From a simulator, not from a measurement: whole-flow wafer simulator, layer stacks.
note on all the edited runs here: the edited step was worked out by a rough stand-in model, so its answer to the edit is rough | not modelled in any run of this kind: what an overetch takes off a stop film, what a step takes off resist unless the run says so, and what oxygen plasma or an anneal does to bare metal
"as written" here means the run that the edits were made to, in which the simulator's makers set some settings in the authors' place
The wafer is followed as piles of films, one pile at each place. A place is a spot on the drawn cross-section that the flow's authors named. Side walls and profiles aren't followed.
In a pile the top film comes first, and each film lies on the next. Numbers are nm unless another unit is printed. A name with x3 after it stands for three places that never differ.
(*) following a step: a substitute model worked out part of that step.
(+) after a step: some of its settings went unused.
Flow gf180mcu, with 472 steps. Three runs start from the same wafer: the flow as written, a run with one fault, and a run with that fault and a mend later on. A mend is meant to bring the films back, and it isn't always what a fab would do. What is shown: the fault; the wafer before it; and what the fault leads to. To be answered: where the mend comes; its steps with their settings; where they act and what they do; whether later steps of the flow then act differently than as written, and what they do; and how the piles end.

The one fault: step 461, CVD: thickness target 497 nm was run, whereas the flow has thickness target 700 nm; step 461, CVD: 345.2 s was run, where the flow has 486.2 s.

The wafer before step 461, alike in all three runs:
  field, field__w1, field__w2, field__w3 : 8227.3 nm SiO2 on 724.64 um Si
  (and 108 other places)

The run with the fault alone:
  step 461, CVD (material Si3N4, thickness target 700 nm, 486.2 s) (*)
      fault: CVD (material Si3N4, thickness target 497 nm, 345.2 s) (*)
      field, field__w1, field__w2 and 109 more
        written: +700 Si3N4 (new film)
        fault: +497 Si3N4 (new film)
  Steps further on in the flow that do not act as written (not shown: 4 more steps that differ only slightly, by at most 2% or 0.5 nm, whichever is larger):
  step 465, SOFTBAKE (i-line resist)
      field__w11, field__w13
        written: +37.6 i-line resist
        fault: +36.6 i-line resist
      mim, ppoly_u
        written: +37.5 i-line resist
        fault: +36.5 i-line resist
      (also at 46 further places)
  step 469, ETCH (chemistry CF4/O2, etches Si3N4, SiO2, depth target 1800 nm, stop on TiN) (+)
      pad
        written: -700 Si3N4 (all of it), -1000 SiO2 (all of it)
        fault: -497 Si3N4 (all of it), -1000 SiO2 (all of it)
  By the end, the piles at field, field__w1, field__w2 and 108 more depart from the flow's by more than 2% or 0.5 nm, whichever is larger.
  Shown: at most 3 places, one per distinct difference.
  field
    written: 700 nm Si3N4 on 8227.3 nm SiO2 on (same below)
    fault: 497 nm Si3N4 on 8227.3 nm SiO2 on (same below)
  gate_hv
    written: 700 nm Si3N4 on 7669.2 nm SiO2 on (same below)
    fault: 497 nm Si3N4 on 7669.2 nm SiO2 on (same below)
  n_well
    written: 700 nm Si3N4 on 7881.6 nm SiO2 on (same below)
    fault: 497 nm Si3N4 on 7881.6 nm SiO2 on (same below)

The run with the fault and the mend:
  The mend follows step 461.
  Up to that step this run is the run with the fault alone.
  step 461a, CVD (material Si3N4, thickness target 203 nm, 141 s) (*) (the flow's step 461 again, with other settings)
      field, field__w1, field__w2 and 109 more
        +203.1 Si3N4
  Every later step of the flow that is run acts as written, at every place that is followed, to within 2% or 0.5 nm, whichever is larger.
  The piles end only slightly different from the flow's at the places that both follow, by no more than 2% or 0.5 nm, whichever is larger.
